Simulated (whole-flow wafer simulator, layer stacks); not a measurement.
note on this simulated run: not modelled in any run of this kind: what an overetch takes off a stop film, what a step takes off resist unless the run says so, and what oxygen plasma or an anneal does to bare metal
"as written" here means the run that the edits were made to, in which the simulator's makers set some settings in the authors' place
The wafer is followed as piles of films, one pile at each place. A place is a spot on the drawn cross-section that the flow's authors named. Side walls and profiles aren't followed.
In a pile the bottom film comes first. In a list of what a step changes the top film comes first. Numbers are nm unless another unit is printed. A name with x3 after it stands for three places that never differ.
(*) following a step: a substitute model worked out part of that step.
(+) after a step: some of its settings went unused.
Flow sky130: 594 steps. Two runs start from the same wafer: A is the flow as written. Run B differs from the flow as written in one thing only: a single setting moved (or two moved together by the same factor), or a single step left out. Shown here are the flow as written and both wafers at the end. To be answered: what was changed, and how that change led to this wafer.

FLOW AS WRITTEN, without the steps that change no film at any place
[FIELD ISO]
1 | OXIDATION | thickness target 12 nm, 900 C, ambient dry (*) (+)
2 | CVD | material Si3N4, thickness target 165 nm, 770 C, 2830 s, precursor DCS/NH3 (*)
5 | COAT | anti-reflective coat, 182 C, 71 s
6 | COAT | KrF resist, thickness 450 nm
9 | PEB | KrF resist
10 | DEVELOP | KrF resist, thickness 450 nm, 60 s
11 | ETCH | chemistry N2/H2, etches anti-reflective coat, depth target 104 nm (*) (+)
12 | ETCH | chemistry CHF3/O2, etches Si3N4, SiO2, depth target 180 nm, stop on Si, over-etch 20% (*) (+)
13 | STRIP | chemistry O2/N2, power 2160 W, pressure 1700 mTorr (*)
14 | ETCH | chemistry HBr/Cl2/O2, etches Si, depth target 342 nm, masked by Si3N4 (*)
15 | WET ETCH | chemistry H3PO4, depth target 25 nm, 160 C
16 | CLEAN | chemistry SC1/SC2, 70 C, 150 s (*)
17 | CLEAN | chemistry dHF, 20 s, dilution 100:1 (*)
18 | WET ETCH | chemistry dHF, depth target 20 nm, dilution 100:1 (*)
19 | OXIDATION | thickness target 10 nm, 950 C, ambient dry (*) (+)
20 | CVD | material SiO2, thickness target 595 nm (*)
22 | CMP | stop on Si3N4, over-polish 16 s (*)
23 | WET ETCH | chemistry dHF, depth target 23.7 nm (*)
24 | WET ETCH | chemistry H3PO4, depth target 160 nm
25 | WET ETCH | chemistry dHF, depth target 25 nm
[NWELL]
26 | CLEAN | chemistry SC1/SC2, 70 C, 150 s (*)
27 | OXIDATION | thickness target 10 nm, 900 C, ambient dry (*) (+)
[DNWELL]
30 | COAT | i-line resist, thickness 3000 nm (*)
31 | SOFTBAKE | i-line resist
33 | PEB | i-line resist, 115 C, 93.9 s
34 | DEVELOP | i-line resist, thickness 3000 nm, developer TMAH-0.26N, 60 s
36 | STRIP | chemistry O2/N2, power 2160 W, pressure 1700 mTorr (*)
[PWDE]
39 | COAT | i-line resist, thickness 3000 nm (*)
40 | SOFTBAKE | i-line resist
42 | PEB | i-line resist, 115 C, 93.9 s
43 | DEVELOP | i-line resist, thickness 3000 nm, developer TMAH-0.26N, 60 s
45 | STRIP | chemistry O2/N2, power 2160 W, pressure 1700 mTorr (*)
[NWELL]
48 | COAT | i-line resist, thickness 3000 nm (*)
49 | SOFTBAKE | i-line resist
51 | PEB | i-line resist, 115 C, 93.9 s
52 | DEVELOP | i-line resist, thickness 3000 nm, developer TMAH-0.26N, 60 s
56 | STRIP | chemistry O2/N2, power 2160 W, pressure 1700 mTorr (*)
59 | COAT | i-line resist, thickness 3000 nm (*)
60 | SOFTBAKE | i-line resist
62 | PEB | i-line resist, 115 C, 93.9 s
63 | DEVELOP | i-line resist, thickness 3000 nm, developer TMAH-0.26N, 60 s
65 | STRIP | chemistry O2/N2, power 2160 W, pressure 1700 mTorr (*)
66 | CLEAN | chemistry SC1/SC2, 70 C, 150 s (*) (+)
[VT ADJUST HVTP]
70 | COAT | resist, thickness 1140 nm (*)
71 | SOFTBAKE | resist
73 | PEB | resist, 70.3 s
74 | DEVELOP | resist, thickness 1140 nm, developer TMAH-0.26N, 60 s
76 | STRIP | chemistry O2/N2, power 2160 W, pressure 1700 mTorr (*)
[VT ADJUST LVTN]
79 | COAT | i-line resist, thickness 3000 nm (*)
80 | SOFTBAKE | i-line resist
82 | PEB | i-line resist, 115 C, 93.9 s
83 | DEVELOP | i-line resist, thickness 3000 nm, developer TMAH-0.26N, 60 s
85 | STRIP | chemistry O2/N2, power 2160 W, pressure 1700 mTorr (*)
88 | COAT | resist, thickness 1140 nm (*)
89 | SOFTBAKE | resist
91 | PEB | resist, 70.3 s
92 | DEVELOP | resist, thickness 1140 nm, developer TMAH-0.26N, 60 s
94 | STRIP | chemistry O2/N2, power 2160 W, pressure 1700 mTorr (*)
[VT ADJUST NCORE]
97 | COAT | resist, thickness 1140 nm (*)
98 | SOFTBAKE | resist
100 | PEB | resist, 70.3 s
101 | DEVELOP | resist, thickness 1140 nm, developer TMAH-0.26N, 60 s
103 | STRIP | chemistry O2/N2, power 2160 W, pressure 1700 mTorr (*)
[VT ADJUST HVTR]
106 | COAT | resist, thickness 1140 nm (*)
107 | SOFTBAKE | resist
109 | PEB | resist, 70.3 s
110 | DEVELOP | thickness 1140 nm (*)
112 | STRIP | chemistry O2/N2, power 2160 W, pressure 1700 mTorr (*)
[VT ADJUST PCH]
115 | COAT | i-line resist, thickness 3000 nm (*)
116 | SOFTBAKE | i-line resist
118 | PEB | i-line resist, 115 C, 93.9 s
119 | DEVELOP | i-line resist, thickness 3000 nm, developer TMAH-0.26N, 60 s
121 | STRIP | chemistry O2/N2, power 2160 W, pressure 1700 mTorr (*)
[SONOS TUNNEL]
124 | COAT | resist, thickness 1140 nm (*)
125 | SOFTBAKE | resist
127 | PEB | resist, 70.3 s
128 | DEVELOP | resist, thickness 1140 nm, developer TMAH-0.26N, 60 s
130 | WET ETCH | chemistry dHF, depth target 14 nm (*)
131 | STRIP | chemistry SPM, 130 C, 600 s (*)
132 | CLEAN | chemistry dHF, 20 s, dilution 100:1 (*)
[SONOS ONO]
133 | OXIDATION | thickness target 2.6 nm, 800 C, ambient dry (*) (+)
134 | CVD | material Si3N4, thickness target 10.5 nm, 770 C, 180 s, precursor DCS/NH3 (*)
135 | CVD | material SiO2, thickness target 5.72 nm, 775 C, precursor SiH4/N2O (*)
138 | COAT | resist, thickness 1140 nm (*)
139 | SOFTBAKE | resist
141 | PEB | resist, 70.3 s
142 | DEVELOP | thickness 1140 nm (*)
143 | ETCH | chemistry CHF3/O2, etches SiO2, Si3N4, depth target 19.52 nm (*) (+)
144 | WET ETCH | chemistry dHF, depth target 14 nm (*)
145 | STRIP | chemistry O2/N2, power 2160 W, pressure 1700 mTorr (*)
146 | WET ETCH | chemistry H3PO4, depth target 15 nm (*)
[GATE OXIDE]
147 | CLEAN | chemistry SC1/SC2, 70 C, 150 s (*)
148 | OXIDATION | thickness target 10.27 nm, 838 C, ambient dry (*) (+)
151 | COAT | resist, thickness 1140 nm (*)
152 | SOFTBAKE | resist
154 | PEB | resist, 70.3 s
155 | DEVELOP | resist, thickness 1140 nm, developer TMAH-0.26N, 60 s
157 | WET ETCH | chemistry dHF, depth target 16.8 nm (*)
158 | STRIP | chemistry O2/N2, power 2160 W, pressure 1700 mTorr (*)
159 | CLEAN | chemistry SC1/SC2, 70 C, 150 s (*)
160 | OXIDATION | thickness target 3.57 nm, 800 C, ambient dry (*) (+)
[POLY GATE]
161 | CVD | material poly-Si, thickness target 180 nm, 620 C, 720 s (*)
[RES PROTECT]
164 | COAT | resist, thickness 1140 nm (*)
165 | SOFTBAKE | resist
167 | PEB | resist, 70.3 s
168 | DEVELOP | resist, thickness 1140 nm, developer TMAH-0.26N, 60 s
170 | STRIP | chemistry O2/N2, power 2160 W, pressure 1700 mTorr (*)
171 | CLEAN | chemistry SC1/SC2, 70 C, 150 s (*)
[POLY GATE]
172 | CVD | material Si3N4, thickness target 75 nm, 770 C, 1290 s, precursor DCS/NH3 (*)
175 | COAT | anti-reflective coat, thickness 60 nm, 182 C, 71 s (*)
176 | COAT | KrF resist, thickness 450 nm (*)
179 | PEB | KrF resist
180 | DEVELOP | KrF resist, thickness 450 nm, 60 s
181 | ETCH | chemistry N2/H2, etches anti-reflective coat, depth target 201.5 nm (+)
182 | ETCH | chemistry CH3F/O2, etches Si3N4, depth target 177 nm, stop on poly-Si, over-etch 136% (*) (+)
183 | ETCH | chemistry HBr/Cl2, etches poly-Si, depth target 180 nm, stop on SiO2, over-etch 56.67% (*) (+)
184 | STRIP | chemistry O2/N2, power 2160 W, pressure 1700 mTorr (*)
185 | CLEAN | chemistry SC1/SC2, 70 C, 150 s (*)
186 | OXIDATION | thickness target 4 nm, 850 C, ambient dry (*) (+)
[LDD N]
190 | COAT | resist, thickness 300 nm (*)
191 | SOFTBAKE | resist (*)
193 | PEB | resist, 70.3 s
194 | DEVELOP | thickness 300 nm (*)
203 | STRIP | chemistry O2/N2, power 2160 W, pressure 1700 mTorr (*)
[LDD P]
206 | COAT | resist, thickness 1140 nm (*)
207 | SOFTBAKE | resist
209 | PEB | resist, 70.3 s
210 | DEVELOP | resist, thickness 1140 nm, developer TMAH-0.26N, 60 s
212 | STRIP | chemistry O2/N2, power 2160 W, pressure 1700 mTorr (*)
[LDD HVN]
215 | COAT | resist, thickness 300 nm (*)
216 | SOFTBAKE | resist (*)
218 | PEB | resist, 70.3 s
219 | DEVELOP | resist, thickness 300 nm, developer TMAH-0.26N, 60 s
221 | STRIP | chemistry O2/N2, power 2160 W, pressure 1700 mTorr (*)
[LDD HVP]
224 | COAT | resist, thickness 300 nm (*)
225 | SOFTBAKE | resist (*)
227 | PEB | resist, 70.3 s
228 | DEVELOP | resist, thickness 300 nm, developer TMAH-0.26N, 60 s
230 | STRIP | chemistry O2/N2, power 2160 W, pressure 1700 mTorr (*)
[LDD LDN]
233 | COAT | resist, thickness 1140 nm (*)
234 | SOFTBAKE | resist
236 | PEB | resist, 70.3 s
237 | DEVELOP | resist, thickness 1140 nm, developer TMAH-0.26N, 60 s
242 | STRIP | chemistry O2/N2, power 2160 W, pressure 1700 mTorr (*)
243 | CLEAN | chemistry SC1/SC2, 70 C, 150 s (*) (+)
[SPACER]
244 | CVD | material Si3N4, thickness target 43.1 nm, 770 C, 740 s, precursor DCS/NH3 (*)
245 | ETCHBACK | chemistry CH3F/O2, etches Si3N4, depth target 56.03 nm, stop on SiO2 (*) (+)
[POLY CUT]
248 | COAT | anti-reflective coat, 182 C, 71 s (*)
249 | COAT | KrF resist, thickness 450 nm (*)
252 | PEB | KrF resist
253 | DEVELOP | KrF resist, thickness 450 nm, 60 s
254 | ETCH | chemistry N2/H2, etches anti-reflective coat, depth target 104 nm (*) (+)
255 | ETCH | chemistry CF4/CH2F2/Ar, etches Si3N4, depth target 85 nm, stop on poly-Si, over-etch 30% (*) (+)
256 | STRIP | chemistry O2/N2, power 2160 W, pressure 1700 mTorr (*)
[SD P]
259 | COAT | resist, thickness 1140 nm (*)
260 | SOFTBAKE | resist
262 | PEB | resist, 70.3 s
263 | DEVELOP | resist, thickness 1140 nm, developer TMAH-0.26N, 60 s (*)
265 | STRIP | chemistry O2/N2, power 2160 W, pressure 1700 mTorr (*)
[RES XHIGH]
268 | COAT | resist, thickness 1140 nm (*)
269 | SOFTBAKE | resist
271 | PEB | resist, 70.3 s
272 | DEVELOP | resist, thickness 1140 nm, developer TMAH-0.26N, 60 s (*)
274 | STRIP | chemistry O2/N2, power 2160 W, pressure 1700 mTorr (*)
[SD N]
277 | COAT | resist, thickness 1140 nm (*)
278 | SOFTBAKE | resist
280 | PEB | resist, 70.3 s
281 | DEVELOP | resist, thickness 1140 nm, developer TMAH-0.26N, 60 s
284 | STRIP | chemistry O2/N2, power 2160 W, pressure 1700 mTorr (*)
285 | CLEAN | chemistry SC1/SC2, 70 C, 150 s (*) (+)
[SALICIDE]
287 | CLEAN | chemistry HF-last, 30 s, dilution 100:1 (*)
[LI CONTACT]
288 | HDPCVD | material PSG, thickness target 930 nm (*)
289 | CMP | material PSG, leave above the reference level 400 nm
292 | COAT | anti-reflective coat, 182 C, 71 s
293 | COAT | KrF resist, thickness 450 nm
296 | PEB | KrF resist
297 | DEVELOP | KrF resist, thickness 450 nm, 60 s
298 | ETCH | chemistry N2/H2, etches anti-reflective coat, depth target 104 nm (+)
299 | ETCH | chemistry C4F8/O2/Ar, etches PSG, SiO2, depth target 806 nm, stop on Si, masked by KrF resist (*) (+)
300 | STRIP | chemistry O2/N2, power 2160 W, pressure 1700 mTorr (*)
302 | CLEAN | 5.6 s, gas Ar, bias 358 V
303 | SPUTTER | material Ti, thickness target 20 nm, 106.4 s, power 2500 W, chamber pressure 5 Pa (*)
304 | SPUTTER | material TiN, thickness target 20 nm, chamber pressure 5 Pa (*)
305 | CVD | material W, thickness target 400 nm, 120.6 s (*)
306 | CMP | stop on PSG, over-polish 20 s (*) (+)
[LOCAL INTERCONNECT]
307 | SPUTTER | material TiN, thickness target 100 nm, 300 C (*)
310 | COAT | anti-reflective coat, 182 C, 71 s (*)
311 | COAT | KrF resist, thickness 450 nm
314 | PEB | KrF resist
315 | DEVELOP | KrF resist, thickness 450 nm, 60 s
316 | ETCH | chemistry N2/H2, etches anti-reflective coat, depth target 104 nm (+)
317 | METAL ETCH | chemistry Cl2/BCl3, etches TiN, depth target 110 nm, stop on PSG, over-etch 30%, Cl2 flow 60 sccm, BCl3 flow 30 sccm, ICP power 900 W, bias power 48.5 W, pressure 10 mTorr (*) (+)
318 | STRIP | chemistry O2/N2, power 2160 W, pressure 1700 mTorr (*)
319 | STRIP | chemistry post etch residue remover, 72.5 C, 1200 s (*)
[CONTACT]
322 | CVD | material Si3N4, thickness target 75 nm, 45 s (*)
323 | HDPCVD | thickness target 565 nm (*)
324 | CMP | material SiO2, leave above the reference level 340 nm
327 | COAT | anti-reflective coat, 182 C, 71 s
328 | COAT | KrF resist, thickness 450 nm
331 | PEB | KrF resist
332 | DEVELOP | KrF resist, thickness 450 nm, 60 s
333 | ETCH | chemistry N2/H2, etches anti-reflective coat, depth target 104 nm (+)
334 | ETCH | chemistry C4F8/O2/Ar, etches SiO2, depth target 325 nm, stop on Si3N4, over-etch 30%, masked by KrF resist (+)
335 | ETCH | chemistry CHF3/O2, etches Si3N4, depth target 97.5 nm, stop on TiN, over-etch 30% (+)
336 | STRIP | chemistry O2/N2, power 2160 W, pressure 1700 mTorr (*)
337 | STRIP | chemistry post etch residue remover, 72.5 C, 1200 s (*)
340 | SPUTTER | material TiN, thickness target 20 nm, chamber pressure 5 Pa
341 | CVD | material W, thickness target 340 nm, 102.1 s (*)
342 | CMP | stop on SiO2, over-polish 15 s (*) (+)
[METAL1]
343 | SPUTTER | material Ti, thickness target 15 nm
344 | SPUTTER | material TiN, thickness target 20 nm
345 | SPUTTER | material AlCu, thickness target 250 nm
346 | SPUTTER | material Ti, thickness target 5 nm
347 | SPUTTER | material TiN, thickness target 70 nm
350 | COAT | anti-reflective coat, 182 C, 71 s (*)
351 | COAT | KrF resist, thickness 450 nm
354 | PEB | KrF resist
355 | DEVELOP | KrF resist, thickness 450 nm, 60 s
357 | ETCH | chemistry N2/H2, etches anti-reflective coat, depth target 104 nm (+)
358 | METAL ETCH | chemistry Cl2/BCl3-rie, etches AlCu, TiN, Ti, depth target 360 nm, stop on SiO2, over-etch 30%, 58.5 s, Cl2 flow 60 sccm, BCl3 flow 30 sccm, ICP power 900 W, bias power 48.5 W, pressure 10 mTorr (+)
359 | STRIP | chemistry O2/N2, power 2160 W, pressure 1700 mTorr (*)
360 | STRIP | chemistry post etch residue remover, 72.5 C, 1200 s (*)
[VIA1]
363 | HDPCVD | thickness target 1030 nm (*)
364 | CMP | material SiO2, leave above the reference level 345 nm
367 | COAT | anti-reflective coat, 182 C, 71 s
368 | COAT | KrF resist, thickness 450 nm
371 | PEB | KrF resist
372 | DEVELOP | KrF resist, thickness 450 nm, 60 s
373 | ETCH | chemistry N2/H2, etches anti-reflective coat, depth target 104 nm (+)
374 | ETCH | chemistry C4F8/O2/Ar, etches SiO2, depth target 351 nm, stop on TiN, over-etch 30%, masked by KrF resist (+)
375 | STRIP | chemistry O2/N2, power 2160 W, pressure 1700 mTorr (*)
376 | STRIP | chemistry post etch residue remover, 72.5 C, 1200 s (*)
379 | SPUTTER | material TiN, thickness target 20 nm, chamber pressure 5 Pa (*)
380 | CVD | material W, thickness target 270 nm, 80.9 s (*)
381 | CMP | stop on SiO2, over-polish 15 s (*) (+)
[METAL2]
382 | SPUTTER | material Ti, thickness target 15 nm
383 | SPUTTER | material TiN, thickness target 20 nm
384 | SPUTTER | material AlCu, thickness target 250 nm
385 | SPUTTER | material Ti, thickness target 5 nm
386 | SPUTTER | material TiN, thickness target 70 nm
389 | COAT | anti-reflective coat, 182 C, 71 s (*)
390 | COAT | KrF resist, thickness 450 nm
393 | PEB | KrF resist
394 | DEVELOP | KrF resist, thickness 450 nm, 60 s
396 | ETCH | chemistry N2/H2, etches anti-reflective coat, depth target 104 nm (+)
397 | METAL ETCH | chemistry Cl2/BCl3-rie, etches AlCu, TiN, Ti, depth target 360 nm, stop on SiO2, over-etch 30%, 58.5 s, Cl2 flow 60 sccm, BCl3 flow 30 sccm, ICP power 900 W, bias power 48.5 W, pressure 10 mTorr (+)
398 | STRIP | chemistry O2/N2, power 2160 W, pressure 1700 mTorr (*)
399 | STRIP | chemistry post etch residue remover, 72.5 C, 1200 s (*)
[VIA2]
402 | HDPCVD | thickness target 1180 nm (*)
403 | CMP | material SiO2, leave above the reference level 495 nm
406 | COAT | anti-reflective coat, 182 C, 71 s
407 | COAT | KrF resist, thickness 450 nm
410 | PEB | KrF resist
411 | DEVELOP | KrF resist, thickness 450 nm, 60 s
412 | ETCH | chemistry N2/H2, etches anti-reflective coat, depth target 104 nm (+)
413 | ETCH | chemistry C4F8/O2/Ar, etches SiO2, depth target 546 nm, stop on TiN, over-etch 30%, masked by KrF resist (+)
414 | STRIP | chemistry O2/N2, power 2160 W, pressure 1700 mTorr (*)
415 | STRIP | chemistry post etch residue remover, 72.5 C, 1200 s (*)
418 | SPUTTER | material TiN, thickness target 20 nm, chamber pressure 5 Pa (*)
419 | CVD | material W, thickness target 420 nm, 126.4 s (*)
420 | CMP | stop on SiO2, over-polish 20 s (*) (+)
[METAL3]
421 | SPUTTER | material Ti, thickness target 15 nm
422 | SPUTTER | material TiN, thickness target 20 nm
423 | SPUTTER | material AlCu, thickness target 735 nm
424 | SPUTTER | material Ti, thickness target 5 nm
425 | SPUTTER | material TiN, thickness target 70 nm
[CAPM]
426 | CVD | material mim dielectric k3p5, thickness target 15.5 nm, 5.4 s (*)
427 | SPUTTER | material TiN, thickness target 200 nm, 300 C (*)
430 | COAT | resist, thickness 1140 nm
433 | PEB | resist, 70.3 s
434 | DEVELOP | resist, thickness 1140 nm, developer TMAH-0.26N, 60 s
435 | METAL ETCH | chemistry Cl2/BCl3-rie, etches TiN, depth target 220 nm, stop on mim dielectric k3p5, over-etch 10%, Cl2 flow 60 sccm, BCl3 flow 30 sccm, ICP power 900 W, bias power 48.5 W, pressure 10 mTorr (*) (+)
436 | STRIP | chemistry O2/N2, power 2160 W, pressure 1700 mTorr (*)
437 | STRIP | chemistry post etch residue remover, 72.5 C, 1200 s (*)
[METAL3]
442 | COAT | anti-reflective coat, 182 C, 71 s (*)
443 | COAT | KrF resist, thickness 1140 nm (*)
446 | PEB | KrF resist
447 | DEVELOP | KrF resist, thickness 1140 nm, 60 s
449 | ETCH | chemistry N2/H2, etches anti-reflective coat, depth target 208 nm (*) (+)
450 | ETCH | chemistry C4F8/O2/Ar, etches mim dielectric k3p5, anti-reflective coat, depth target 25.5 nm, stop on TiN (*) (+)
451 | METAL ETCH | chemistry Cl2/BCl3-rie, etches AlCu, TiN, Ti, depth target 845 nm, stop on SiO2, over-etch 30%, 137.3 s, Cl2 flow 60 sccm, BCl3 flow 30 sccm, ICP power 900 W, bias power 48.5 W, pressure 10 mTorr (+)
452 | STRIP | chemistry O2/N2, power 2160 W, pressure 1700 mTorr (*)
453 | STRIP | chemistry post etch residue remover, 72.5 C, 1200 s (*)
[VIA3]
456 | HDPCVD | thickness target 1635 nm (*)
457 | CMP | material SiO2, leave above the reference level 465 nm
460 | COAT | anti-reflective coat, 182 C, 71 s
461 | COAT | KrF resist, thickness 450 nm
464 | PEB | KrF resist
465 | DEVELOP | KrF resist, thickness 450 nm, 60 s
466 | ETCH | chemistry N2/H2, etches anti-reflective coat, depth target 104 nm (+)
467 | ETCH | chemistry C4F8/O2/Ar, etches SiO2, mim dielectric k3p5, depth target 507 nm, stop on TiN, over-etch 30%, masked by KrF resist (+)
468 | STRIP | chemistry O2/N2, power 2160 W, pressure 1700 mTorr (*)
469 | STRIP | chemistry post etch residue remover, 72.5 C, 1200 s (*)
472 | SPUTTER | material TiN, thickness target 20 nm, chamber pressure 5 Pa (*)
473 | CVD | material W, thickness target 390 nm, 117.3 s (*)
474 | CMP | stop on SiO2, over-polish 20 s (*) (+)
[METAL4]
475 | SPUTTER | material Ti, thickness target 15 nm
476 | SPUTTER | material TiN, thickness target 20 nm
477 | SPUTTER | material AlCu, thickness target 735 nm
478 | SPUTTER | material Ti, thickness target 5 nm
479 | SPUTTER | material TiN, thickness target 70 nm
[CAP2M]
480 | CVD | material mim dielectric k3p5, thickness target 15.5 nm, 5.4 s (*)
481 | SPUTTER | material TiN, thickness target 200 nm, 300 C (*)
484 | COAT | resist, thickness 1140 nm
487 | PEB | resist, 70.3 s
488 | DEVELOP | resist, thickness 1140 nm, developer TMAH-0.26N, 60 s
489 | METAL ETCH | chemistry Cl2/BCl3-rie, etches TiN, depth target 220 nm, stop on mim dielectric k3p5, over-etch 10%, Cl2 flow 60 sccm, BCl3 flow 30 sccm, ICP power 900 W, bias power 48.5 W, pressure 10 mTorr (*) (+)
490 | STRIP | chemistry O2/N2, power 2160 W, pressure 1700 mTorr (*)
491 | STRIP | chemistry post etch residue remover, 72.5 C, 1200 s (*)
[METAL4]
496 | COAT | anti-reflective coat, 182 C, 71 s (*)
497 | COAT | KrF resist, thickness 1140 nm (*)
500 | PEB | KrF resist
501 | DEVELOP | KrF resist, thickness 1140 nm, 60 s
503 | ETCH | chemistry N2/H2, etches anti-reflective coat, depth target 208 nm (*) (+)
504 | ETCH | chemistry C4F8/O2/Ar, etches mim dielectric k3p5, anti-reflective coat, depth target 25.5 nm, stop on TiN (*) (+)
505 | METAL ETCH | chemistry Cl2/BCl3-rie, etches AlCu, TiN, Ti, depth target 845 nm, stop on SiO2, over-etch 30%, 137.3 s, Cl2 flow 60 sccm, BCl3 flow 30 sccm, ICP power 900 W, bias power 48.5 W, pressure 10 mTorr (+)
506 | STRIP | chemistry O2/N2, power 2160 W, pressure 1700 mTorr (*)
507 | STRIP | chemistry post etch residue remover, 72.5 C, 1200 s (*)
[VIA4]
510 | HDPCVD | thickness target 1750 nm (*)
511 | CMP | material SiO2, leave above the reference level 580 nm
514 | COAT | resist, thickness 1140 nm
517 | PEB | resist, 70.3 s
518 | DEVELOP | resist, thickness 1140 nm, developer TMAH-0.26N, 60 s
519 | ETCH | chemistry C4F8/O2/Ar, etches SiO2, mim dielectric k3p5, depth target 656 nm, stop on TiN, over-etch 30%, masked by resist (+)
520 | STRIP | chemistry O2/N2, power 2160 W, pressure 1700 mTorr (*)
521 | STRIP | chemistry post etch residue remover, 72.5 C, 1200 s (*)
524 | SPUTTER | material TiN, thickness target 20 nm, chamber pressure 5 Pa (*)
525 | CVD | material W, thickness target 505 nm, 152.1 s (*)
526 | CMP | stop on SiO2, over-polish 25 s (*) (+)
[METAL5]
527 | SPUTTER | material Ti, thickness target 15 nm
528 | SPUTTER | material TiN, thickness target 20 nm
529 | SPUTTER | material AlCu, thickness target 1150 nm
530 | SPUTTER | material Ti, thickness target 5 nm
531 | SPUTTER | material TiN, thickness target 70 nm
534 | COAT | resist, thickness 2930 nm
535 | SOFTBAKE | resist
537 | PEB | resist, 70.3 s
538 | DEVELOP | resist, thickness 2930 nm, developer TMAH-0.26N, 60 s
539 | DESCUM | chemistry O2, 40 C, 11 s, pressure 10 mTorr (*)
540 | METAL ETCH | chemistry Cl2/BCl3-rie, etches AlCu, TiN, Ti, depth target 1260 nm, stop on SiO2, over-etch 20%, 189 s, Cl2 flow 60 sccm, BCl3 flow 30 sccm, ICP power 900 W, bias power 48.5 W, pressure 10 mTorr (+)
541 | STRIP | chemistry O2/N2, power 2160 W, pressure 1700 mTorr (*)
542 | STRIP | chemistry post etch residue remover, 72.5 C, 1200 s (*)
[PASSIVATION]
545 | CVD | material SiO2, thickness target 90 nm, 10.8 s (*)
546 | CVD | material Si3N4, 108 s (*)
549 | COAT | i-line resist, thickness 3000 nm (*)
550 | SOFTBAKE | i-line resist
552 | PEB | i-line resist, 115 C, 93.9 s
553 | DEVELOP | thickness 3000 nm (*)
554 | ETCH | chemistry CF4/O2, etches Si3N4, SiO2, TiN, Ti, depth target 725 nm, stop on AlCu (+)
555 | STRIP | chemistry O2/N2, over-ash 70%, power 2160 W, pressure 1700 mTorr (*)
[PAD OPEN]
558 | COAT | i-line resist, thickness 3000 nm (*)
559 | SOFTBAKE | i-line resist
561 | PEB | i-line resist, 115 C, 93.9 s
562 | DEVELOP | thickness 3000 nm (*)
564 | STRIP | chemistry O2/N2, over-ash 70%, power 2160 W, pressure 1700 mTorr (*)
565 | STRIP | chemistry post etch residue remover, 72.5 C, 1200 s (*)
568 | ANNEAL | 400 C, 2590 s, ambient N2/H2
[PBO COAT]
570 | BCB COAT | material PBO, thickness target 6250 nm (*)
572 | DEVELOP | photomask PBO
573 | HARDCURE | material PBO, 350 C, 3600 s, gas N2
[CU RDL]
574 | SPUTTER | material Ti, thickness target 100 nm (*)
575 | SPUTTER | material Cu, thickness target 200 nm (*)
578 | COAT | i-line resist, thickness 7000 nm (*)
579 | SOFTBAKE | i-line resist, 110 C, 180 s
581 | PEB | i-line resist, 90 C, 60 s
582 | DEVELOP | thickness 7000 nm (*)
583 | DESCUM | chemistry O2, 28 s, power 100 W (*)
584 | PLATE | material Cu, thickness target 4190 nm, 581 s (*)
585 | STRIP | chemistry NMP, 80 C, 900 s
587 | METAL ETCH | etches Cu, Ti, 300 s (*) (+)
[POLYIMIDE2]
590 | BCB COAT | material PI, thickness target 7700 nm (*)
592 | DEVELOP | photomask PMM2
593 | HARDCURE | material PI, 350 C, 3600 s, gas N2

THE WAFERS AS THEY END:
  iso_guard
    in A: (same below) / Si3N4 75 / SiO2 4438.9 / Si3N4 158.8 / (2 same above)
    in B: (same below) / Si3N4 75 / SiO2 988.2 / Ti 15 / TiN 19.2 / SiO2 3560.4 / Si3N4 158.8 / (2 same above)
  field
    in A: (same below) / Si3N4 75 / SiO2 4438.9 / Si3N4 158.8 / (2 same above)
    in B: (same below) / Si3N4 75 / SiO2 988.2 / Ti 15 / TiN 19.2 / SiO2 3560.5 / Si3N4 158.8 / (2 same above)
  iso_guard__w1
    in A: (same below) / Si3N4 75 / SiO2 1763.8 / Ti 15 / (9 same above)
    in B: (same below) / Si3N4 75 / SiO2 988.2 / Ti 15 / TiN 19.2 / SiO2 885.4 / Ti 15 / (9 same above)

The reason: step 384, SPUTTER: thickness target 394 nm was run, whereas the flow has thickness target 250 nm.

How this came from the change, step by step:
  384 | SPUTTER | material AlCu, thickness target 250 nm
      field, active, n_well and 188 more: A AlCu gains 250 (new film) | B AlCu gains 394 (new film)
  397 | METAL ETCH | chemistry Cl2/BCl3-rie, etches AlCu, TiN, Ti, depth target 360 nm, stop on SiO2, over-etch 30%, 58.5 s, Cl2 flow 60 sccm, BCl3 flow 30 sccm, ICP power 900 W, bias power 48.5 W, pressure 10 mTorr (+)
      iso_guard, vpp_sp, vpp_guard and 75 more: A TiN loses 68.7 (all of it), Ti loses 5 (all of it), AlCu loses 250 (all of it), TiN loses 20 (all of it), Ti loses 15 (all of it), SiO2 loses 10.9 | B TiN loses 68.7 (all of it), Ti loses 5 (all of it), AlCu loses 394 (all of it), TiN loses 0.33
      field, active, gate, spacer, sonos_cell, sonos_guard, sonos_guard_hv: A TiN loses 68.7 (all of it), Ti loses 5 (all of it), AlCu loses 250 (all of it), TiN loses 20 (all of it), Ti loses 15 (all of it), SiO2 loses 10.9 | B TiN loses 68.7 (all of it), Ti loses 5 (all of it), AlCu loses 394 (all of it), TiN loses 0.34
  402 | HDPCVD | thickness target 1180 nm (*)
      field, active, gate and 82 more: A SiO2 gains 1180 | B SiO2 gains 1180 (new film)
  403 | CMP | material SiO2, leave above the reference level 495 nm
      field, active, gate and 82 more: A SiO2 loses 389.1 | B SiO2 loses 290.2
If metal films that touch count as one body, iso_guard has 1 body; the flow as written gives 0 bodies.
If metal films that touch count as one body, field has 1 body; the flow as written gives 0 bodies.
If metal films that touch count as one body, iso_guard__w1 has 2 bodies (between them, from the top down: SiO2 885.4); the flow as written gives 1 body.
